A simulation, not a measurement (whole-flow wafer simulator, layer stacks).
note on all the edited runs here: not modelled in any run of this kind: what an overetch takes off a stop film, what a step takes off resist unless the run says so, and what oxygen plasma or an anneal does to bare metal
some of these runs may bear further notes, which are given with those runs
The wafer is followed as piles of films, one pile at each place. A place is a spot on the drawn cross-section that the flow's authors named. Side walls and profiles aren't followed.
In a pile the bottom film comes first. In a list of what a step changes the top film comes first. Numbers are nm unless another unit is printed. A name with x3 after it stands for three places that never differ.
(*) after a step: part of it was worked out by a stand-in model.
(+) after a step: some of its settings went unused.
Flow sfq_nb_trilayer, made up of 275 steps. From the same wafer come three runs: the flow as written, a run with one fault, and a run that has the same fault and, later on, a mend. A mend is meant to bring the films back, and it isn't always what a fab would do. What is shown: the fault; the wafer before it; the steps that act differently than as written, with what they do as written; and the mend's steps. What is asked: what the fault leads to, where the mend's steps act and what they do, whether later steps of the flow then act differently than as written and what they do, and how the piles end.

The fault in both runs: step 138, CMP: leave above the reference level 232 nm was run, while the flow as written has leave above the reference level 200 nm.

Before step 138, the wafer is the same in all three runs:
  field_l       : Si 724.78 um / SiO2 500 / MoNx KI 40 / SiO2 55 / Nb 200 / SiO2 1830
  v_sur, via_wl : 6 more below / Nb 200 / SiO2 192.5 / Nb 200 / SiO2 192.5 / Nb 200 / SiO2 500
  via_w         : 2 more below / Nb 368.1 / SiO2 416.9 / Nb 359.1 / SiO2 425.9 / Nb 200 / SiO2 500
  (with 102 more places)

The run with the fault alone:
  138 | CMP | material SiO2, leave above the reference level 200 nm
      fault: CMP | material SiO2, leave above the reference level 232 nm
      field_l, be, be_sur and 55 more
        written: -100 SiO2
        fault: -68 SiO2
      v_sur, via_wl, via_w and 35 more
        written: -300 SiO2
        fault: -268 SiO2
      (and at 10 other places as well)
  Steps later in the flow that act otherwise than as written (not shown: 5 more steps that differ only slightly, by at most 2% or 0.5 nm, whichever is larger):
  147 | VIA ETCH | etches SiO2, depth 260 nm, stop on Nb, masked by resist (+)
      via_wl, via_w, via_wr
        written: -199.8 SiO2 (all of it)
        fault: -231.8 SiO2 (all of it)
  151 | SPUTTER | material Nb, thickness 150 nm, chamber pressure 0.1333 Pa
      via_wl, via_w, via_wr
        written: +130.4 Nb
        fault: +126.7 Nb
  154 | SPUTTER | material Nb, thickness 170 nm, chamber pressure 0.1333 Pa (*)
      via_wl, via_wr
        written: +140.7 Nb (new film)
        fault: +135.1 Nb (new film)
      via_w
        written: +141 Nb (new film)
        fault: +135.4 Nb (new film)
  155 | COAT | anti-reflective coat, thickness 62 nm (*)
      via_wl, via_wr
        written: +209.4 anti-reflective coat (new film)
        fault: +242.1 anti-reflective coat (new film)
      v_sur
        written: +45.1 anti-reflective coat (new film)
        fault: +43.7 anti-reflective coat (new film)
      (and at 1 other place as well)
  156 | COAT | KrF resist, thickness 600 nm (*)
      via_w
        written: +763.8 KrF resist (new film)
        fault: +793.3 KrF resist (new film)
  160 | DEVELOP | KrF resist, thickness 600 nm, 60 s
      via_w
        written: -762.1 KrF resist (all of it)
        fault: -791.6 KrF resist (all of it)
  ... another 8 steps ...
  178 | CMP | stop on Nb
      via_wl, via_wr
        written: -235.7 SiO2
        fault: -227.2 SiO2
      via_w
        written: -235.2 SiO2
        fault: -227.2 SiO2
  The piles end different from the flow's at v_sur, via_wl, via_w and 36 more by more than 2% or 0.5 nm, whichever is larger.
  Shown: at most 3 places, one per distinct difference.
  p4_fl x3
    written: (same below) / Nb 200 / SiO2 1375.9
    fault: (same below) / Nb 200 / SiO2 1407.9
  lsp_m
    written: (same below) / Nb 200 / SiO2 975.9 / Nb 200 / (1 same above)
    fault: (same below) / Nb 200 / SiO2 1007.9 / Nb 200 / (1 same above)
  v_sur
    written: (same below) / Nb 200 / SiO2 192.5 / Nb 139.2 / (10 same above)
    fault: (same below) / Nb 200 / SiO2 224.5 / Nb 139.2 / (10 same above)

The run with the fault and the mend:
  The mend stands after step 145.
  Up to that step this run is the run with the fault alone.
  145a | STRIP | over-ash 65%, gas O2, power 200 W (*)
      field_l, v_sur, via_sp and 100 more
        -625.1 KrF resist (all of it), -62 anti-reflective coat (all of it)
      via_wl, via_w, via_wr
        -62 anti-reflective coat (all of it)
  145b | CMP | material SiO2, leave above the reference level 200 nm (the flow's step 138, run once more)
      field_l, v_sur, via_wl and 103 more
        -32 SiO2
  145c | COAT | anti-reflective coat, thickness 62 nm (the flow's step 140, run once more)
      field_l, v_sur, via_wl and 103 more
        +62 anti-reflective coat (new film)
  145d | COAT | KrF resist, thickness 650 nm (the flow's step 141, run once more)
      field_l, v_sur, via_wl and 103 more
        +650 KrF resist (new film)
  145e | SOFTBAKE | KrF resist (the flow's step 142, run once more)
      does not change any film at any place that is followed
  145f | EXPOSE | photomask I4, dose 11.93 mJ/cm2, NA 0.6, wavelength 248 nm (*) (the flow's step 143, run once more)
      does not change any film at any place that is followed
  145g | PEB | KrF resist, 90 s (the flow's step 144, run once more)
      field_l, v_sur, via_wl and 103 more
        -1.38 KrF resist
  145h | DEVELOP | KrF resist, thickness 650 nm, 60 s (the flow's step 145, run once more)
      field_l, v_sur, via_sp and 100 more
        -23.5 KrF resist
      via_wl, via_w, via_wr
        -648.6 KrF resist (all of it)
  None of the later steps of the flow acts differently than as written at any place that is followed.
  By the end, the piles equal the flow's at every place that both follow.
